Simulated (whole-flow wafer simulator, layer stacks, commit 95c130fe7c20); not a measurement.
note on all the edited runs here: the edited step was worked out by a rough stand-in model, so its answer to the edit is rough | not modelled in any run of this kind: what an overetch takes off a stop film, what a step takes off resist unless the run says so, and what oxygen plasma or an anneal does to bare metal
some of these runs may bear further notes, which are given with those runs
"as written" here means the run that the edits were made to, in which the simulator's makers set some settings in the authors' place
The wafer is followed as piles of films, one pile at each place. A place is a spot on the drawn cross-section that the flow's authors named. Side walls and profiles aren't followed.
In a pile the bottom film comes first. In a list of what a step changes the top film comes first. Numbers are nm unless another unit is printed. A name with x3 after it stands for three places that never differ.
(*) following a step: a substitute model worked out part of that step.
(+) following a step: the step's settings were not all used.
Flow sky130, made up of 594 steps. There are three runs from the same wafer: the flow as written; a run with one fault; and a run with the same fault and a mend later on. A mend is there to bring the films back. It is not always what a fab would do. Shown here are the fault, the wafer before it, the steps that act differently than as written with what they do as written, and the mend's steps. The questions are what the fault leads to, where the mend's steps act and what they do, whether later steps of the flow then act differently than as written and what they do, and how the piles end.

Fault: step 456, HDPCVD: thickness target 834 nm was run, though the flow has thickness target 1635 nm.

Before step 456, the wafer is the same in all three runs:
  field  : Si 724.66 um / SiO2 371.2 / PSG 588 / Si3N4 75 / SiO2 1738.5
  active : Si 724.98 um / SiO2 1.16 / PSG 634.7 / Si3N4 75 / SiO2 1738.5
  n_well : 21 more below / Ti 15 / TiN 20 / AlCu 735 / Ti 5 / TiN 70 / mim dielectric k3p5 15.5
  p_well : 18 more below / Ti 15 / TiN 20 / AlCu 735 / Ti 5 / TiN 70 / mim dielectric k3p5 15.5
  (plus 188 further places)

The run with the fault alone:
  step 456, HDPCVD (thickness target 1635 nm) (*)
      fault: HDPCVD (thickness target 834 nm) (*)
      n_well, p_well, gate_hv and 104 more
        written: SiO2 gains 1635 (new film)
        fault: SiO2 gains 834 (new film)
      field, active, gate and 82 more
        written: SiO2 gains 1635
        fault: SiO2 gains 834
  Steps later in the flow that act otherwise than as written (not shown: 16 more steps that differ only slightly, by at most 2% or 0.5 nm, whichever is larger):
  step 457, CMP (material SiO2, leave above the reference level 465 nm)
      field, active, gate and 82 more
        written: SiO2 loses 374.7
        fault: nothing
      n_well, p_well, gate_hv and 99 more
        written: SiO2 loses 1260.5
        fault: SiO2 loses 459.5
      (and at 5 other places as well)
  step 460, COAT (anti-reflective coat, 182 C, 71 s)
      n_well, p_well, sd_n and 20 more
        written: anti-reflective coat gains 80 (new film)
        fault: anti-reflective coat gains 3 (new film)
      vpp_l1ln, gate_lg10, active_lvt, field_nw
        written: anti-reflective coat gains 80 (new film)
        fault: anti-reflective coat gains 75.5 (new film)
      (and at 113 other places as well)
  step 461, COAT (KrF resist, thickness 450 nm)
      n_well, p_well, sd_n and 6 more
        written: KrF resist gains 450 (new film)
        fault: KrF resist gains 86.9 (new film)
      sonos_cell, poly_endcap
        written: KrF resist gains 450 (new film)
        fault: KrF resist gains 481.8 (new film)
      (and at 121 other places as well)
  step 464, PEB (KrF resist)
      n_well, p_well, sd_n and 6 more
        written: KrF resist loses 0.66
        fault: KrF resist loses 0.11
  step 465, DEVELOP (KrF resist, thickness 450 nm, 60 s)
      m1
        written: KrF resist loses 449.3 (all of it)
        fault: KrF resist loses 271.7 (all of it)
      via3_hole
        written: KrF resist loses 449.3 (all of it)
        fault: KrF resist loses 158.1 (all of it)
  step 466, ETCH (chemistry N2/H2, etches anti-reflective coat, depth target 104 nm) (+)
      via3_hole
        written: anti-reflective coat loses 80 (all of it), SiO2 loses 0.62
        fault: anti-reflective coat loses 22.9 (all of it)
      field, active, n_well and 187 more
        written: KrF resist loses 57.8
        fault: KrF resist loses 12.7
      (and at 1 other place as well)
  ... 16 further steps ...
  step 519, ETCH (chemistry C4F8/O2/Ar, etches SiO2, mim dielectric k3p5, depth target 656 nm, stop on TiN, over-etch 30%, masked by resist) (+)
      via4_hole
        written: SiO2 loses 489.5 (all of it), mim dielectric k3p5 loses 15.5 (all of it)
        fault: SiO2 loses 501.5 (all of it), mim dielectric k3p5 loses 15.5 (all of it)
  The piles end different from the flow's at field, active, gate and 84 more by more than 2% or 0.5 nm, whichever is larger.
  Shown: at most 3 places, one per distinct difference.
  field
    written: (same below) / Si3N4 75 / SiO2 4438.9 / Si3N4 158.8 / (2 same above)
    fault: (same below) / Si3N4 75 / SiO2 2572.5 / TiN 20 / W 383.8 / SiO2 1462.6 / Si3N4 158.8 / (2 same above)
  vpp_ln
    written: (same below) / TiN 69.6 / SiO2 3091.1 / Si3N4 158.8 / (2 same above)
    fault: (same below) / TiN 69.6 / SiO2 1224.7 / TiN 20 / W 383.8 / SiO2 1462.6 / Si3N4 158.8 / (2 same above)
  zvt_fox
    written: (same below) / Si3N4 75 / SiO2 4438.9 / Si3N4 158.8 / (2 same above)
    fault: (same below) / Si3N4 75 / SiO2 2572.5 / TiN 20 / W 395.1 / SiO2 1451.3 / Si3N4 158.8 / (2 same above)

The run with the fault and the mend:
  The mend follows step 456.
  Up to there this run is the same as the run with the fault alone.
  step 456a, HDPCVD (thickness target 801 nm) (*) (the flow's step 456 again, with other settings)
      field, active, n_well and 189 more
        SiO2 gains 801
  Later steps of the flow that are run all act as written at every place that is followed.
  The piles end the same as the flow's at every place that both follow.
